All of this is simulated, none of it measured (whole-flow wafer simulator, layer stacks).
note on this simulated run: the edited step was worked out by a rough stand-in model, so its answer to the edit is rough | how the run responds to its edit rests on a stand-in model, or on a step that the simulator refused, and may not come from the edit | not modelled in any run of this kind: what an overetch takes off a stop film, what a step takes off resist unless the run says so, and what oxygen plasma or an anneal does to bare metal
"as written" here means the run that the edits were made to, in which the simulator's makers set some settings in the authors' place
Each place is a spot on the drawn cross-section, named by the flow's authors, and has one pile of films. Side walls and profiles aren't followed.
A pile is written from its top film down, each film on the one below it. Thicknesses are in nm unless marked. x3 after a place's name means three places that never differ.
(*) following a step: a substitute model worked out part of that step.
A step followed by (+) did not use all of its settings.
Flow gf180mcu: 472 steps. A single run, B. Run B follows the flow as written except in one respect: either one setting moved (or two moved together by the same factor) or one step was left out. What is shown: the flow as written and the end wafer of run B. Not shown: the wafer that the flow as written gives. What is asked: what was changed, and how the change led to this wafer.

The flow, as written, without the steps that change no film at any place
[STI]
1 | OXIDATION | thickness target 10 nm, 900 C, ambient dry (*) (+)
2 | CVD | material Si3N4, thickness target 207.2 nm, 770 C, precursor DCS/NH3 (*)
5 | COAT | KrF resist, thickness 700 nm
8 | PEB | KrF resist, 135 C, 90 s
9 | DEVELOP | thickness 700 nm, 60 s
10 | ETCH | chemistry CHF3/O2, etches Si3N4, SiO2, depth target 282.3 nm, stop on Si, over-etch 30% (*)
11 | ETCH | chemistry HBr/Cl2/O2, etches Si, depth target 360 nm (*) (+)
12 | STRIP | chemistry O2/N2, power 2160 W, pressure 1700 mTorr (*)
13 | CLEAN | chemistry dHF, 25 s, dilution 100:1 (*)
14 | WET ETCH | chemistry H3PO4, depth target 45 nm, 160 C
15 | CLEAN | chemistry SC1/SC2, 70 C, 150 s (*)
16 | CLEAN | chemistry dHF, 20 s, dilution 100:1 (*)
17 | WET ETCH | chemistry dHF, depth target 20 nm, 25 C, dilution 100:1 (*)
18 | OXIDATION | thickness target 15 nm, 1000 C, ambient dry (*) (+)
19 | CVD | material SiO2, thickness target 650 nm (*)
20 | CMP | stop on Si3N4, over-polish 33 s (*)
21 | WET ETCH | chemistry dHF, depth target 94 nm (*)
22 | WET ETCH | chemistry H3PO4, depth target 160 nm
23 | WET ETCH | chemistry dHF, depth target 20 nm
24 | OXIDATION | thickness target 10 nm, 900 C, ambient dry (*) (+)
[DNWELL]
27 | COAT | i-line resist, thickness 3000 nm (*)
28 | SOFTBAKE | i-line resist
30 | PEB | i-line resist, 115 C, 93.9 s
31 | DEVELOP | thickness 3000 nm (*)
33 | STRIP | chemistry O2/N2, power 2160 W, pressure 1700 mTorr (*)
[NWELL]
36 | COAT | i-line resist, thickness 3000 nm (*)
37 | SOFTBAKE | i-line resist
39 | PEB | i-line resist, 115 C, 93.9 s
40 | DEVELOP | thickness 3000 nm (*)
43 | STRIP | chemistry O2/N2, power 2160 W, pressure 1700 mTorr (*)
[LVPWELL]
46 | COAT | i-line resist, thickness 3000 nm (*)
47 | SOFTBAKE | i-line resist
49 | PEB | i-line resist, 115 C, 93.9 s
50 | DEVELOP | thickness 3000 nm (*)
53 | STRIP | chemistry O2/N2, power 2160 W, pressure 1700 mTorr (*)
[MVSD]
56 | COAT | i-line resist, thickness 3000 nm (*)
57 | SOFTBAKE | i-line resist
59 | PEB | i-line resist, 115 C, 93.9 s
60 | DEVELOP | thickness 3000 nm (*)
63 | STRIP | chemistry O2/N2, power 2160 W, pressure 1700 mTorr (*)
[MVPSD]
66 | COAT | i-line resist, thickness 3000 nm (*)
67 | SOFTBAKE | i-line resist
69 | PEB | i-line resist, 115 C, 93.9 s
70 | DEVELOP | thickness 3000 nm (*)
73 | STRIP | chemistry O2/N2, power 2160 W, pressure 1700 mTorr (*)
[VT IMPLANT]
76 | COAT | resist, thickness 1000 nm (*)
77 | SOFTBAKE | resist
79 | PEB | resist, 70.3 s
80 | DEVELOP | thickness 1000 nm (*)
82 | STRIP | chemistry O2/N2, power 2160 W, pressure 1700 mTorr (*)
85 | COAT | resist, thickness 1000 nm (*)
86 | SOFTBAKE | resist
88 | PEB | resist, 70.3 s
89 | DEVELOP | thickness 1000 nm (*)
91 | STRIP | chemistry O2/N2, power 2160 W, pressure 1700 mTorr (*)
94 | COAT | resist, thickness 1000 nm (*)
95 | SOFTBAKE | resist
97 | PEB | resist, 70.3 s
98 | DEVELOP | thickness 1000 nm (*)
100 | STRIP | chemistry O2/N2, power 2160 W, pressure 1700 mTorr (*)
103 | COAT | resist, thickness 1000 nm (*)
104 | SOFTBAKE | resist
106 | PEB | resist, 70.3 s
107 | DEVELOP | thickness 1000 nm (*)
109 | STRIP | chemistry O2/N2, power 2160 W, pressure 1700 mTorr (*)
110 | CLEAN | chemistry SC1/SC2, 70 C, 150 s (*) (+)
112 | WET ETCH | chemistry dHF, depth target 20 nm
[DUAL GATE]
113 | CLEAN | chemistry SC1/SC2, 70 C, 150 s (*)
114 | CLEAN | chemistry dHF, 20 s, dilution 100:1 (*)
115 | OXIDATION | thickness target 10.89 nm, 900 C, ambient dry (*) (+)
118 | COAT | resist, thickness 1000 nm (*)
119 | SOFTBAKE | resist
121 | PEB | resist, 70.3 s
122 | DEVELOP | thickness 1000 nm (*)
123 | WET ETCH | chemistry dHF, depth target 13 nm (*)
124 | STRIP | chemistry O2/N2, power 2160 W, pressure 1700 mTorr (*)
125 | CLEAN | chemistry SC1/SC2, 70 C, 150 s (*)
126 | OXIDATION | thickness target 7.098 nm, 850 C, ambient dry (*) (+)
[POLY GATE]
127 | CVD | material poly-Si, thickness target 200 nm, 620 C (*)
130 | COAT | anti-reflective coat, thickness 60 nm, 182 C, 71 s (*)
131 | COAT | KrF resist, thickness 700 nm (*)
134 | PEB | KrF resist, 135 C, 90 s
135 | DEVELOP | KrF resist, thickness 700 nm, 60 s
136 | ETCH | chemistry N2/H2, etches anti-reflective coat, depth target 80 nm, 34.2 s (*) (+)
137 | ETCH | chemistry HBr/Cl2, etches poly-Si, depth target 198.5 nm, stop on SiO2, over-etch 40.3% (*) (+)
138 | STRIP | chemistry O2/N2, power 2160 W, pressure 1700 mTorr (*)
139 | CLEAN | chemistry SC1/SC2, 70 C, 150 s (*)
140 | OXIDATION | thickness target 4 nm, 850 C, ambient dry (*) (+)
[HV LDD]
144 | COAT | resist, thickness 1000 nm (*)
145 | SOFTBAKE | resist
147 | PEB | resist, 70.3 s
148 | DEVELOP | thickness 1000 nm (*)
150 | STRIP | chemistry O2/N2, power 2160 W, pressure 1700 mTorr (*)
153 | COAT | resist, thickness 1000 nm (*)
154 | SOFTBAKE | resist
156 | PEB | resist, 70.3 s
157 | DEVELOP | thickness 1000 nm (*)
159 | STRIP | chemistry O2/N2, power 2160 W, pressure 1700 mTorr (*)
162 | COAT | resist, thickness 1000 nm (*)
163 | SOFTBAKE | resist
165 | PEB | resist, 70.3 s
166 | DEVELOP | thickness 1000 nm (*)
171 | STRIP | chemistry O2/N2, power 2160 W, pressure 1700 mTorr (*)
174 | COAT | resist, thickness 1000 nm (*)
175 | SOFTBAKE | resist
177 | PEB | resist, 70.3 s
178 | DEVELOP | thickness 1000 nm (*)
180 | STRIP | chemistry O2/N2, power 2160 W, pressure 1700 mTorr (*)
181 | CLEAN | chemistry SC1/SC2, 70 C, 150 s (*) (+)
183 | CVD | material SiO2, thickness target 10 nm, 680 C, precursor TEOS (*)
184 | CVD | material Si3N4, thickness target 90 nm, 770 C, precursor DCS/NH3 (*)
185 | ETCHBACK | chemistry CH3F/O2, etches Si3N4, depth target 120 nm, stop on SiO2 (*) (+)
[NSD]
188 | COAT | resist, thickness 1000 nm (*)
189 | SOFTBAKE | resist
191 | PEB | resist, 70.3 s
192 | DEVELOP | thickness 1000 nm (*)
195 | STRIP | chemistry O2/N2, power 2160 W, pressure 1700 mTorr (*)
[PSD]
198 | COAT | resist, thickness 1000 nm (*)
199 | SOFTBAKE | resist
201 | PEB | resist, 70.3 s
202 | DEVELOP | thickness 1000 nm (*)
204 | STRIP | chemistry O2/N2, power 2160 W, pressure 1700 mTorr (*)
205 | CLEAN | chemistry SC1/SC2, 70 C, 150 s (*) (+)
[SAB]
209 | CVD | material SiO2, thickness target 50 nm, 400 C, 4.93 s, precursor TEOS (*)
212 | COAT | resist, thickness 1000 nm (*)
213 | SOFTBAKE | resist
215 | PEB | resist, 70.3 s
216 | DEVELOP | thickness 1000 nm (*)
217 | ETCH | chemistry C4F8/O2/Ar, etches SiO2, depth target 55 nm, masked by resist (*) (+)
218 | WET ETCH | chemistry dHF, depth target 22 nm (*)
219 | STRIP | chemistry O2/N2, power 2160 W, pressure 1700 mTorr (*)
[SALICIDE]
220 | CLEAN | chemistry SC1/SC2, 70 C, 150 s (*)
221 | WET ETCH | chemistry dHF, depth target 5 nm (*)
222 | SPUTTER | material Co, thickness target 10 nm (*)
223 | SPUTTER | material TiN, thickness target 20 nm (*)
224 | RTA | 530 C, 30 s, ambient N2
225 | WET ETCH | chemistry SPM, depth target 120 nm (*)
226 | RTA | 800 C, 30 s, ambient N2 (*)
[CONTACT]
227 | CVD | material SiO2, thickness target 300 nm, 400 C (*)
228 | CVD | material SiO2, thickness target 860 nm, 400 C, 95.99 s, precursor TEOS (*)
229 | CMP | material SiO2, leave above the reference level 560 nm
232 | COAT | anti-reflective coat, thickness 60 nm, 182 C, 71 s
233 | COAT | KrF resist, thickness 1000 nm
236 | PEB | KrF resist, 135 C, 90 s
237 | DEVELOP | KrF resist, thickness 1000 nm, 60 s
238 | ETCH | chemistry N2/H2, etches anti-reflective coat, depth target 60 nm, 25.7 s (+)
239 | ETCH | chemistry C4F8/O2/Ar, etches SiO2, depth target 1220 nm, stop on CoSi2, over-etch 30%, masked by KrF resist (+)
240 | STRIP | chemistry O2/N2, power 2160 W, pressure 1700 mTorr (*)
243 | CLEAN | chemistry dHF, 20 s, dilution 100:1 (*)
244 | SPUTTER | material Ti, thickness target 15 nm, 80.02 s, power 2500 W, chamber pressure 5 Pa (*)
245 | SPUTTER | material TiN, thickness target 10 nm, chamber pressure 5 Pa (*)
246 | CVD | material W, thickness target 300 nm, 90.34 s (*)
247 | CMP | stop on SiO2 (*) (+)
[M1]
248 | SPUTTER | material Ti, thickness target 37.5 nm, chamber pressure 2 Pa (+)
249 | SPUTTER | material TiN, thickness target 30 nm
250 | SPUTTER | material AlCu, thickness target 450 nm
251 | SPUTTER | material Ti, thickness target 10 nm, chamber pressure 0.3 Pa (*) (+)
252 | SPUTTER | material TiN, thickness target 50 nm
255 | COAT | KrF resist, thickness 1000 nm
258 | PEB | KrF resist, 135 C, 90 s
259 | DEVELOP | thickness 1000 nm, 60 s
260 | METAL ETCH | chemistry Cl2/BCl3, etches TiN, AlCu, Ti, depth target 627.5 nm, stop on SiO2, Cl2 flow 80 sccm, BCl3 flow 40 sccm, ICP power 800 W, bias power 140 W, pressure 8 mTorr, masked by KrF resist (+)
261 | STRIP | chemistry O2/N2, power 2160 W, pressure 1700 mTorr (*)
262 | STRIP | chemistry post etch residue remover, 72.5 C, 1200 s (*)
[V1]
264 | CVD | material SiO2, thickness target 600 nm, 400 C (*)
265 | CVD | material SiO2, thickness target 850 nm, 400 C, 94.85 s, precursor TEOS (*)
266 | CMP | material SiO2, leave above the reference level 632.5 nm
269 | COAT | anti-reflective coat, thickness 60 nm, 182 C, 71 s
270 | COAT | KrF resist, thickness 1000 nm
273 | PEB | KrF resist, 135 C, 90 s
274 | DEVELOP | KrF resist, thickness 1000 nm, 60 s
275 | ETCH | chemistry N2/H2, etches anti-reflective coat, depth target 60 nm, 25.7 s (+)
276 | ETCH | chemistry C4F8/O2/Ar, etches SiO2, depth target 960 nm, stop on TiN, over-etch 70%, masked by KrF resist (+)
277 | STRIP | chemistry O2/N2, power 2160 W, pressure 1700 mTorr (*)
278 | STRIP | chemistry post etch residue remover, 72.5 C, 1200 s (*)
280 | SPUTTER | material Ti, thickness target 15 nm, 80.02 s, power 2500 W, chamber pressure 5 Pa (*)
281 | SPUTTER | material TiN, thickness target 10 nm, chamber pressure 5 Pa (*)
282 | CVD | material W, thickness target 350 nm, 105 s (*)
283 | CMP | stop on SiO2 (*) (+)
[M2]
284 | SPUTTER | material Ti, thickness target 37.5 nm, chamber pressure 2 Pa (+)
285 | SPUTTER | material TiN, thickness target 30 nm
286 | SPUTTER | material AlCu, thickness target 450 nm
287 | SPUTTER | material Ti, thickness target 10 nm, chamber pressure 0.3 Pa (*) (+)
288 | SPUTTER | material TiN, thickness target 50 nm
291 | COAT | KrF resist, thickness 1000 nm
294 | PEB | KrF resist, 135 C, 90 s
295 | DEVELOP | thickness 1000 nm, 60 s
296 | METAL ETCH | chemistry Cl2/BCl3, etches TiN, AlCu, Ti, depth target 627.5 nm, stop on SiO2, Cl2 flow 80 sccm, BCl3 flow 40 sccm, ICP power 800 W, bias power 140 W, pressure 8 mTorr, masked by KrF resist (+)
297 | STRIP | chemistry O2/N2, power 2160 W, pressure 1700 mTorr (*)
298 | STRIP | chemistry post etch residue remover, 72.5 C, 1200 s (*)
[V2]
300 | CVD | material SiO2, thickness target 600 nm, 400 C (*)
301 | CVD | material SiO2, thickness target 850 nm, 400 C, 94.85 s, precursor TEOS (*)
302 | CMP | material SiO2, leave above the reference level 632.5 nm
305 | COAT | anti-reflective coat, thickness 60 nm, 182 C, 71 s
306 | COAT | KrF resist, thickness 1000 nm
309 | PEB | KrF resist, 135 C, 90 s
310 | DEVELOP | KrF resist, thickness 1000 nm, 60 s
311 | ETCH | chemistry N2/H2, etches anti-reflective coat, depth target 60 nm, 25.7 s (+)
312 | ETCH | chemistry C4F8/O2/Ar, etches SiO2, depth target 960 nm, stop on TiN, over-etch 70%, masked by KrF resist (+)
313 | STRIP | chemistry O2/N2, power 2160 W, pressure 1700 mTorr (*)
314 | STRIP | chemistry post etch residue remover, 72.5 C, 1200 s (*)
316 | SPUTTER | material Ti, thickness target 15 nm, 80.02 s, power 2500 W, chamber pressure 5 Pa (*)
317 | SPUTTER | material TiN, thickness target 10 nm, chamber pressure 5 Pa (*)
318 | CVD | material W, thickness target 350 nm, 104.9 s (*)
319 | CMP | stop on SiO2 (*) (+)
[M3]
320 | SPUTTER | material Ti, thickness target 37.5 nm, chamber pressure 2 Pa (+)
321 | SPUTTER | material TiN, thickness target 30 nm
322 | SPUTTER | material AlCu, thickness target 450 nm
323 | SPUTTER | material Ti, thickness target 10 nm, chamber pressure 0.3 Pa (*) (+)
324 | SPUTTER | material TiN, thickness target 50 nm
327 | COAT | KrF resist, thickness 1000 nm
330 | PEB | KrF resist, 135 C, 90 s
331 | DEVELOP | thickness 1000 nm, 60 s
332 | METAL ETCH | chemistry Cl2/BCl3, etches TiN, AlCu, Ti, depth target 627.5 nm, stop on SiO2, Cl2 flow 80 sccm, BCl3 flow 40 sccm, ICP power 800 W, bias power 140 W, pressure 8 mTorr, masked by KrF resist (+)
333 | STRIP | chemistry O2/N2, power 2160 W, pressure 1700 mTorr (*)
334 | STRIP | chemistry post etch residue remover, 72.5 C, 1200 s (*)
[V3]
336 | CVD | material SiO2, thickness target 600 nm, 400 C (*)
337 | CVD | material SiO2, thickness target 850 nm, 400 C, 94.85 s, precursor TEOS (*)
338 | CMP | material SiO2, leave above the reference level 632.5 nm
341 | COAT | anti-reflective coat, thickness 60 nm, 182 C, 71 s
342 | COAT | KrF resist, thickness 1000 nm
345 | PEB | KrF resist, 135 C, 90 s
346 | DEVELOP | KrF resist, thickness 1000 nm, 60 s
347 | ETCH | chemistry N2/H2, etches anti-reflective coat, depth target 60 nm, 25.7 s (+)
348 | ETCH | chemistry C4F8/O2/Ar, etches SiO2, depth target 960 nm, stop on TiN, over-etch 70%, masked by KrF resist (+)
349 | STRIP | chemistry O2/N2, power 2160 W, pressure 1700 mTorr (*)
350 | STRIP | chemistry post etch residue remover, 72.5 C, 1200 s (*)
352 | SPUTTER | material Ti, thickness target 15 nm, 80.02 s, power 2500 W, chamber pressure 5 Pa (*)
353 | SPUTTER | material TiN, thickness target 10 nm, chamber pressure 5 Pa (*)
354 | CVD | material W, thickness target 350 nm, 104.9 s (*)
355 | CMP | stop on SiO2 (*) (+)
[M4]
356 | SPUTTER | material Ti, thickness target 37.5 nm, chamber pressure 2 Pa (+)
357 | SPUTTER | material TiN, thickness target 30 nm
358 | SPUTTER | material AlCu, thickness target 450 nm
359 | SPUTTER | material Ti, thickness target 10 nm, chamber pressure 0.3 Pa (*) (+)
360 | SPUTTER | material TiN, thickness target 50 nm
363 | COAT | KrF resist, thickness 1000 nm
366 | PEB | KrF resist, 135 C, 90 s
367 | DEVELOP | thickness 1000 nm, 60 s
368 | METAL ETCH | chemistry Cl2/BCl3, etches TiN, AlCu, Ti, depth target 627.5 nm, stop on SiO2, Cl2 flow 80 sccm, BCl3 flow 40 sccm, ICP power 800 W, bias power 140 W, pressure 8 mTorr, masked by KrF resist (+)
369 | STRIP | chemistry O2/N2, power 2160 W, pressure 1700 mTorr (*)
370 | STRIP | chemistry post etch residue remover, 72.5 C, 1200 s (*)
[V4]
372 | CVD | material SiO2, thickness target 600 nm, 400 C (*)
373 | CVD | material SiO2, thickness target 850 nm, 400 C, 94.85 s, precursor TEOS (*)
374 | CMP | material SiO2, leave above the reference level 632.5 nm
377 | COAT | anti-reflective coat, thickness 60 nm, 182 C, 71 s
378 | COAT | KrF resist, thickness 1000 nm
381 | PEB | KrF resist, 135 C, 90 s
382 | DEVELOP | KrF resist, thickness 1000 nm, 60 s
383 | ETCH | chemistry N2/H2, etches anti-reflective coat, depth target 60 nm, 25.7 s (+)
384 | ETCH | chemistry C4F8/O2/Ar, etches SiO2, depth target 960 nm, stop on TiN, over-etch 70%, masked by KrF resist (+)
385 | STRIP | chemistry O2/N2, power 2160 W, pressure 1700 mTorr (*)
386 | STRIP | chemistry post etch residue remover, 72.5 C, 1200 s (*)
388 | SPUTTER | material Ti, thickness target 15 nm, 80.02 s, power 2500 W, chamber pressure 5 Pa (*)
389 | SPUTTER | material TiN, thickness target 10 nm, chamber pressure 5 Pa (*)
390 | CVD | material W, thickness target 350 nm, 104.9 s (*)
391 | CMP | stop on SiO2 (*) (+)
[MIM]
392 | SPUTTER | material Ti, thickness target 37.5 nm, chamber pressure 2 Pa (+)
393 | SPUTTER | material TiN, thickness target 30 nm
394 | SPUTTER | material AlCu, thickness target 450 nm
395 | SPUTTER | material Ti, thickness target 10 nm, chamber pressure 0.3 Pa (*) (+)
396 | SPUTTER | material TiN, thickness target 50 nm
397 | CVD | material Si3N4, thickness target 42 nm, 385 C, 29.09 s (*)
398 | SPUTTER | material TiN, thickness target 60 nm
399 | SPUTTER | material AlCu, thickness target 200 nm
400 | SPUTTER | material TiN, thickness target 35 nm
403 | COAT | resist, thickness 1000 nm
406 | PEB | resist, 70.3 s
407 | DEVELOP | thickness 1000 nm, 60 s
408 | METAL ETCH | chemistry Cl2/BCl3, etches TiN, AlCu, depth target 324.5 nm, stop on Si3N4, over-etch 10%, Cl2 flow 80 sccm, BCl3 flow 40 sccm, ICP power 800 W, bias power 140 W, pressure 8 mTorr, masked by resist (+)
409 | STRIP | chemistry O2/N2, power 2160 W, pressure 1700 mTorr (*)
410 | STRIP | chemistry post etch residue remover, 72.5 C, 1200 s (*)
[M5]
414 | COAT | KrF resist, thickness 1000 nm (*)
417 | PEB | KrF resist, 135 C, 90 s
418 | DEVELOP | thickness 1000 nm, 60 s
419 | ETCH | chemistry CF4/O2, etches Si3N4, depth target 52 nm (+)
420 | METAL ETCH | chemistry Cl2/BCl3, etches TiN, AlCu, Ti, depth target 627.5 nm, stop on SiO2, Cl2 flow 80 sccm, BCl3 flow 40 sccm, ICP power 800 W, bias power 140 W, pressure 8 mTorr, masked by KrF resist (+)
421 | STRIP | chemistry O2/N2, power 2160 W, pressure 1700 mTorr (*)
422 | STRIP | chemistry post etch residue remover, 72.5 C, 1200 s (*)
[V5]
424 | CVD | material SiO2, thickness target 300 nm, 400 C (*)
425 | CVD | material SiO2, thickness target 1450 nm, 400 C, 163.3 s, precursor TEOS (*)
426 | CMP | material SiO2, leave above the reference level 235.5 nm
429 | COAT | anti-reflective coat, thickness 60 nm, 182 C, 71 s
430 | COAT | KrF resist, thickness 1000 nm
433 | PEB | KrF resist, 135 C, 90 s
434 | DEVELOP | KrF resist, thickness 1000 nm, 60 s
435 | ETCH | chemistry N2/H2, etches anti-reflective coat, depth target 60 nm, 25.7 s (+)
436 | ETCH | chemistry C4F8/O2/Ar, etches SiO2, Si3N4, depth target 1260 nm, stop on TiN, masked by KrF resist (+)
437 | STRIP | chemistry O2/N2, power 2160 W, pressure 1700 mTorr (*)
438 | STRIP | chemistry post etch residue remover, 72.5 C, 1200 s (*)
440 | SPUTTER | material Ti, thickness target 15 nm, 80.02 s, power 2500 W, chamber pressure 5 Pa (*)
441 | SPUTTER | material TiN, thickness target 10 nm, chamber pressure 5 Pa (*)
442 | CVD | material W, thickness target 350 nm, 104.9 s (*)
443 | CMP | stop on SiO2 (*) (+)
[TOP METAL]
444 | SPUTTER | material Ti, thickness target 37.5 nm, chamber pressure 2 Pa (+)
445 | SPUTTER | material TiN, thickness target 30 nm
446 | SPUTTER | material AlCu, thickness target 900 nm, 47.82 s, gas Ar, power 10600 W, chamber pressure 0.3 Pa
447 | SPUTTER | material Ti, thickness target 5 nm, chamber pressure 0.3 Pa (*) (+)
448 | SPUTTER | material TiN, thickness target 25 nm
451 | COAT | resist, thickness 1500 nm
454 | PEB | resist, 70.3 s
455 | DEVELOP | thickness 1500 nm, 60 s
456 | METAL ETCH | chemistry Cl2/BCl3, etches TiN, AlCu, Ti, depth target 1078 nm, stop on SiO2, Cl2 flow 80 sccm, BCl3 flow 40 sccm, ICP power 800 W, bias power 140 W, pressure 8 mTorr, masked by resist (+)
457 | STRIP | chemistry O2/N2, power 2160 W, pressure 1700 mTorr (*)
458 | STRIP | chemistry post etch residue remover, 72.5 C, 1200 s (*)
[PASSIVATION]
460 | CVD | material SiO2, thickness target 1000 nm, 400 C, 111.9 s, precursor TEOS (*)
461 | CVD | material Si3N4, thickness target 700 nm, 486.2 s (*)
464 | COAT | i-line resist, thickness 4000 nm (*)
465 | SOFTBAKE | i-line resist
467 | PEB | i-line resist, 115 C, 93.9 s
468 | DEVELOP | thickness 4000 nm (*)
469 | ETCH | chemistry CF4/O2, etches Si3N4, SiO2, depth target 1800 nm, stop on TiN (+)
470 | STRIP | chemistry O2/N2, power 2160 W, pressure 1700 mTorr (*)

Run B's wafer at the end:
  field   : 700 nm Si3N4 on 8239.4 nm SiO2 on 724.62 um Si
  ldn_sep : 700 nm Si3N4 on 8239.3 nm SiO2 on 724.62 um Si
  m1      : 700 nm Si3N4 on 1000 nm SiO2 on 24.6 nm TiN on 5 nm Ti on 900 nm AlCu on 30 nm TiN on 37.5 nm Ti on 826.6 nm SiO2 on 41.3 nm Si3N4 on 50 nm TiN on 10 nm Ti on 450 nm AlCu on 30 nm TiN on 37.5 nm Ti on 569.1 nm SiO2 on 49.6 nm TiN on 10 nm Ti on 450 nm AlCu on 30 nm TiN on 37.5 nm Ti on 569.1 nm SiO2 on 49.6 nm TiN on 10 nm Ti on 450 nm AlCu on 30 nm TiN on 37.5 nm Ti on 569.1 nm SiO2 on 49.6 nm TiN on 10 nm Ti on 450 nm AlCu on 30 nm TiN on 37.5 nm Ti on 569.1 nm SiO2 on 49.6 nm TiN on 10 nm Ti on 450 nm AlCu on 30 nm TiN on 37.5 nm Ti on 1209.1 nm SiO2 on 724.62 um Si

The reason: step 18, OXIDATION: 1150 C was run, whereas the flow has 1000 C.

How this came from the change, step by step:
  18 | OXIDATION | thickness target 15 nm, 1000 C, ambient dry (*) (+)
      field, field_sub, sti and 34 more: +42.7 SiO2 (new film), -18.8 Si (in the flow as written it would be: +15 SiO2 (new film), -6.6 Si)
  20 | CMP | stop on Si3N4, over-polish 33 s (*)
      sti, mim_1p0, pad and 11 more: -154 SiO2 (in the flow as written it would be: -138.5 SiO2)
      nw_enc_fld, nw_enc_fld_lv: -158 SiO2 (in the flow as written it would be: -142.5 SiO2)
      (also at 10 further places)
